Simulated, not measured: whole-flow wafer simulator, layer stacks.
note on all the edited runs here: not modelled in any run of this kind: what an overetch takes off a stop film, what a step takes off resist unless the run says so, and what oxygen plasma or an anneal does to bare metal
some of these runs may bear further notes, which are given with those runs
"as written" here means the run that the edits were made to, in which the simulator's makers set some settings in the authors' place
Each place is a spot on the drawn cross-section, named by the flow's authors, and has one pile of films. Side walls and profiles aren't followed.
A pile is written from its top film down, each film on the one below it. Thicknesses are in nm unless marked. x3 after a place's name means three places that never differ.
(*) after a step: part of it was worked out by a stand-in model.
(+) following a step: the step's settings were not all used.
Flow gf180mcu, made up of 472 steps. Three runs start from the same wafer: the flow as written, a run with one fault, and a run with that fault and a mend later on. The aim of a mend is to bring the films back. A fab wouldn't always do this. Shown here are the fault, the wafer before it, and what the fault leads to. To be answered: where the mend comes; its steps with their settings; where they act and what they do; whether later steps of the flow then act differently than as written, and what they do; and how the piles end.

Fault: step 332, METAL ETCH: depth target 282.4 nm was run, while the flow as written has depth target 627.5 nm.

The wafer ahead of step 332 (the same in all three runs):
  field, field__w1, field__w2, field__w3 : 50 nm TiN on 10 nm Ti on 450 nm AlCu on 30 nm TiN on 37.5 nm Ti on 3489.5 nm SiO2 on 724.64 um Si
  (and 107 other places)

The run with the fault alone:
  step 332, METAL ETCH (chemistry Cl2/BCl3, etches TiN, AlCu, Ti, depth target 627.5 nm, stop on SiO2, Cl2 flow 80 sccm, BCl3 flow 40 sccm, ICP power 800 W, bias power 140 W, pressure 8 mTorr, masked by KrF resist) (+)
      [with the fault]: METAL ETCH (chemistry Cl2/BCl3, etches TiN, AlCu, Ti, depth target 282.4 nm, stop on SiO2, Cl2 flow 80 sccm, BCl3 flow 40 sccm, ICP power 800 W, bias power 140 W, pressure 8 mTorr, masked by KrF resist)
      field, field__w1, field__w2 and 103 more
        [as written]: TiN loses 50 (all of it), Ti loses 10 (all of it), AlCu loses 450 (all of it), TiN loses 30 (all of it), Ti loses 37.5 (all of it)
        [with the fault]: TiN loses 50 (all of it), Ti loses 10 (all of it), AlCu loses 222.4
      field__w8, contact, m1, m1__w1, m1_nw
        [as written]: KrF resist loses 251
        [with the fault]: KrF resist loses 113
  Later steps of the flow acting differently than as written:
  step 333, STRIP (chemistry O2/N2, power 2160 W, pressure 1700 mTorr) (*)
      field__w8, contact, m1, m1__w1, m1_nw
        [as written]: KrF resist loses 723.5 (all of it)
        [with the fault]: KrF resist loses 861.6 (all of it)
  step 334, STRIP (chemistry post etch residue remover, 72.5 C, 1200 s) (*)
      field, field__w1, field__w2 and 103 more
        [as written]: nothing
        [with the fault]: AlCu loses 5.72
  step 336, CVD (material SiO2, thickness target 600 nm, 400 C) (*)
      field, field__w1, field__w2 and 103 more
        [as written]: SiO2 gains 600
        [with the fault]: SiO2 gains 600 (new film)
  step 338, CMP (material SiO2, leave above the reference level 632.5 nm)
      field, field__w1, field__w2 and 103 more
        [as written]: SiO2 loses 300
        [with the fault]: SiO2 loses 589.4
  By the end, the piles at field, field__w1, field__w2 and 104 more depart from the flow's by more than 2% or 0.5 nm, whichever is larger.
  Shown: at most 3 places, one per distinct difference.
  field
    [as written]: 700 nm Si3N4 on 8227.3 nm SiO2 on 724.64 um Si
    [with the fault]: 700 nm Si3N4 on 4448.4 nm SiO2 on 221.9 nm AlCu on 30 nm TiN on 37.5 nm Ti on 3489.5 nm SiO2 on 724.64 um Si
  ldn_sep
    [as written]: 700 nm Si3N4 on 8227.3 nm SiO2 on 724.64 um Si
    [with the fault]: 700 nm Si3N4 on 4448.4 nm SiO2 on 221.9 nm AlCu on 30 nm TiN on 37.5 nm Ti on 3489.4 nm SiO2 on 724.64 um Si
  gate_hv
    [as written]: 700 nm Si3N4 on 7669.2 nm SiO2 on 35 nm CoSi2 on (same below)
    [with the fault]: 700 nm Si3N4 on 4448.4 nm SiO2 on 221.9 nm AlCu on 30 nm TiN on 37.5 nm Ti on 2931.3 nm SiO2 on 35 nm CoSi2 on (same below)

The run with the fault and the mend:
  The mend follows step 332.
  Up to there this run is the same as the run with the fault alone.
  step 332a, METAL ETCH (chemistry Cl2/BCl3, etches TiN, AlCu, Ti, depth target 345.1 nm, stop on SiO2, Cl2 flow 80 sccm, BCl3 flow 40 sccm, ICP power 800 W, bias power 140 W, pressure 8 mTorr, masked by KrF resist) (+) (a further turn of the flow's step 332, with different settings)
      field, field__w1, field__w2 and 103 more
        AlCu loses 227.6 (all of it), TiN loses 30 (all of it), Ti loses 37.5 (all of it)
      field__w8, contact, m1, m1__w1, m1_nw
        KrF resist loses 138
  None of the later steps of the flow acts differently than as written at any place that is followed.
  By the end, the piles equal the flow's at every place that both follow.
